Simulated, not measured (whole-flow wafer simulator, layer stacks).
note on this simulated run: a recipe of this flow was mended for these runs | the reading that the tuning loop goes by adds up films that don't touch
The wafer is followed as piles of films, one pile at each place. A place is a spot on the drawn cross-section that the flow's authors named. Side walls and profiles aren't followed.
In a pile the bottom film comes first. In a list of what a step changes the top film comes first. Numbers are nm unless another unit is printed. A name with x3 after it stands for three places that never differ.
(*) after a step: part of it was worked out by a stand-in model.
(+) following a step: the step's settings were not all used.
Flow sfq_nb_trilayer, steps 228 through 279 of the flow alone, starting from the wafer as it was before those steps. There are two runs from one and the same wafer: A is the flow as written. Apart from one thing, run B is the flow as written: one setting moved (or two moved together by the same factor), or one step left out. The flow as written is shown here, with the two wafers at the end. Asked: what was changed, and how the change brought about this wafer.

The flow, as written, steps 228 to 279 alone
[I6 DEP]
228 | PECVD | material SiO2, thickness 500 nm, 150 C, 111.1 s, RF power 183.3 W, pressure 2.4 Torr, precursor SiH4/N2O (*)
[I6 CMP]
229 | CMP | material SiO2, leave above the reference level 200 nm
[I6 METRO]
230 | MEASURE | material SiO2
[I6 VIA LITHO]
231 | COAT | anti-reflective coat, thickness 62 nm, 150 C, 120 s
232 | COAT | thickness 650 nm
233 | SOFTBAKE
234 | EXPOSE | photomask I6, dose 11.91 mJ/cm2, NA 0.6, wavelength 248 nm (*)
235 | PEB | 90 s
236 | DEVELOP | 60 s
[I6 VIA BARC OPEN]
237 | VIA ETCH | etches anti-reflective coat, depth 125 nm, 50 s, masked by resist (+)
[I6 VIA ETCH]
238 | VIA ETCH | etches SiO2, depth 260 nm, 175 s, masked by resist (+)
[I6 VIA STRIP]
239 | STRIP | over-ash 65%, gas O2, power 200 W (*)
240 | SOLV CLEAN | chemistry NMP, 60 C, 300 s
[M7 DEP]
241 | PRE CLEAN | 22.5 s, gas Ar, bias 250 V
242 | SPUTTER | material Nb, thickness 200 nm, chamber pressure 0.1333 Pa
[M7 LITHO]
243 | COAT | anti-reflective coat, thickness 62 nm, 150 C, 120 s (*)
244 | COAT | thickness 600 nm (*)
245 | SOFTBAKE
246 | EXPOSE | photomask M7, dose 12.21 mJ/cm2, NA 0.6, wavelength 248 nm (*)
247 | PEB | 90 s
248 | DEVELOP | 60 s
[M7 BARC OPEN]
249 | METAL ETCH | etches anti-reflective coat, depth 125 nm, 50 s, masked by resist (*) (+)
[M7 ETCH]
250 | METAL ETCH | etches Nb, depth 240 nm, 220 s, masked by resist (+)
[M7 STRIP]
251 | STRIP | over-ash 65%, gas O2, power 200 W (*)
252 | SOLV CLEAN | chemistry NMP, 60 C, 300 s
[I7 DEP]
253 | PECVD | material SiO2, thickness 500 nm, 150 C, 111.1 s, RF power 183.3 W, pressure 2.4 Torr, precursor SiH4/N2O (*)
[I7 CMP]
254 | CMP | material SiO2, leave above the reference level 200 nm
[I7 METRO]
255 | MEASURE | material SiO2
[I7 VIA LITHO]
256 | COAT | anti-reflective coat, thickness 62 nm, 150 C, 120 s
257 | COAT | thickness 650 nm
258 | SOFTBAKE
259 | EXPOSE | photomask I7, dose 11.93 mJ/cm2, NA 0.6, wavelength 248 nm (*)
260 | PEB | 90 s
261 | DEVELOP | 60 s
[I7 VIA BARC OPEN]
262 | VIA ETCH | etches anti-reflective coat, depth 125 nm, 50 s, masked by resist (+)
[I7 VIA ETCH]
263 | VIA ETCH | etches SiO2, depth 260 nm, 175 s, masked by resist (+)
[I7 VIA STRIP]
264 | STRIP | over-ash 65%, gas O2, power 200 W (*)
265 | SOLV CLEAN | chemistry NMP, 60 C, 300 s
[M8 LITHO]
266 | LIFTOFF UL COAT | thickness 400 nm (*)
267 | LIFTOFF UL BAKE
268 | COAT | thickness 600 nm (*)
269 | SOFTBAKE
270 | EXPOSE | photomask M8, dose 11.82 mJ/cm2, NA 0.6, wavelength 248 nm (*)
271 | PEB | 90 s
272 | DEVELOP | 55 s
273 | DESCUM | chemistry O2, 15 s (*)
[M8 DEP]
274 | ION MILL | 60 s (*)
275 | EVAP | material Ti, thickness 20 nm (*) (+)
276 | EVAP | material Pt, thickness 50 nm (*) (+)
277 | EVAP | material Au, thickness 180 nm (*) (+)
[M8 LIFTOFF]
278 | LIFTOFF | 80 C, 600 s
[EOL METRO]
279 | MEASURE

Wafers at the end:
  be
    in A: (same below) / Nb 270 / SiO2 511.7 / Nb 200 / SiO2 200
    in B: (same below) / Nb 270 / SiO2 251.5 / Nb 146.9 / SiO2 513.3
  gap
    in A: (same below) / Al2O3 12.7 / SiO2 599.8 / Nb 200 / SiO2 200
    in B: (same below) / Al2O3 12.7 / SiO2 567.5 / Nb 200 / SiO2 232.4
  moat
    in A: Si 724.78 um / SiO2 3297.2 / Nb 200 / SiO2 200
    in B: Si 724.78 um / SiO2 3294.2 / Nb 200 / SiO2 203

Cause: step 228, PECVD: thickness 406.2 nm was run, while the flow as written has thickness 500 nm; step 228, PECVD: 90.28 s was run, where the flow has 111.1 s.

The path from the change to this, step by step:
  228 | PECVD | material SiO2, thickness 500 nm, 150 C, 111.1 s, RF power 183.3 W, pressure 2.4 Torr, precursor SiH4/N2O (*)
      field_l, p4_fl, p4_fm and 62 more: A SiO2 gains 500 | B SiO2 gains 406.2
      v_sur, via_wl, via_w and 21 more: A SiO2 gains 500 (new film) | B SiO2 gains 406.2 (new film)
      (and at 17 other places as well)
  229 | CMP | material SiO2, leave above the reference level 200 nm
      moat, field_r, lsp_l, ln_m5, lsp_m: A SiO2 loses 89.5 | B nothing
      lsp_r, l0_sur, l0v: A SiO2 loses 87.7 | B nothing
      (and at 98 other places as well)
  231 | COAT | anti-reflective coat, thickness 62 nm, 150 C, 120 s
      via_sp: A anti-reflective coat gains 62 (new film) | B anti-reflective coat gains 66.9 (new film)
      via_v: A anti-reflective coat gains 62 (new film) | B anti-reflective coat gains 70.8 (new film)
      (and at 9 other places as well)
  232 | COAT | thickness 650 nm
      via_v: A KrF-resist-other-grade gains 650 (new film) | B KrF-resist-other-grade gains 634.4 (new film)
      be: A KrF-resist-other-grade gains 650 (new film) | B KrF-resist-other-grade gains 779 (new film)
  236 | DEVELOP | 60 s
      via_v: A KrF-resist-other-grade loses 648.6 (all of it) | B KrF-resist-other-grade loses 633 (all of it)
  237 | VIA ETCH | etches anti-reflective coat, depth 125 nm, 50 s, masked by resist (+)
      via_v: A anti-reflective coat loses 62 (all of it), SiO2 loses 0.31 | B anti-reflective coat loses 70.8 (all of it), SiO2 loses 0.27
  239 | STRIP | over-ash 65%, gas O2, power 200 W (*)
      via_sp: A KrF-resist-other-grade loses 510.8 (all of it), anti-reflective coat loses 62 (all of it) | B KrF-resist-other-grade loses 504.2 (all of it), anti-reflective coat loses 66.9 (all of it)
      wire: A KrF-resist-other-grade loses 510.8 (all of it), anti-reflective coat loses 62 (all of it) | B KrF-resist-other-grade loses 512.9 (all of it), anti-reflective coat loses 40.3 (all of it)
      (and at 8 other places as well)
  242 | SPUTTER | material Nb, thickness 200 nm, chamber pressure 0.1333 Pa
      be: A Nb gains 200 (new film) | B Nb gains 146.9 (new film)
  243 | COAT | anti-reflective coat, thickness 62 nm, 150 C, 120 s (*)
      wire: A anti-reflective coat gains 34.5 (new film) | B anti-reflective coat gains 47 (new film)
      be: A anti-reflective coat gains 68.4 (new film) | B anti-reflective coat gains 207.4 (new film)
      (and at 4 other places as well)
  244 | COAT | thickness 600 nm (*)
      wire: A KrF-resist-other-grade gains 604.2 (new film) | B KrF-resist-other-grade gains 574.5 (new film)
      be: A KrF-resist-other-grade gains 585.4 (new film) | B KrF-resist-other-grade gains 726.2 (new film)
  249 | METAL ETCH | etches anti-reflective coat, depth 125 nm, 50 s, masked by resist (*) (+)
      l0v: A anti-reflective coat loses 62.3 (all of it) | B anti-reflective coat loses 63.7 (all of it)
  251 | STRIP | over-ash 65%, gas O2, power 200 W (*)
      wire: A KrF-resist-other-grade loses 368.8 (all of it), anti-reflective coat loses 34.5 (all of it) | B KrF-resist-other-grade loses 339.1 (all of it), anti-reflective coat loses 47 (all of it)
      be: A KrF-resist-other-grade loses 350 (all of it), anti-reflective coat loses 68.4 (all of it) | B KrF-resist-other-grade loses 490.5 (all of it), anti-reflective coat loses 207.4 (all of it)
      (and at 4 other places as well)
  253 | PECVD | material SiO2, thickness 500 nm, 150 C, 111.1 s, RF power 183.3 W, pressure 2.4 Torr, precursor SiH4/N2O (*)
      be: A SiO2 gains 500 (new film) | B SiO2 gains 670.4 (new film)
  254 | CMP | material SiO2, leave above the reference level 200 nm
      field_r, lsp_l: A SiO2 loses 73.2 | B SiO2 loses 70.2
      l0_sur, l0v: A SiO2 loses 83.6 | B SiO2 loses 79.3
      (and at 2 other places as well)
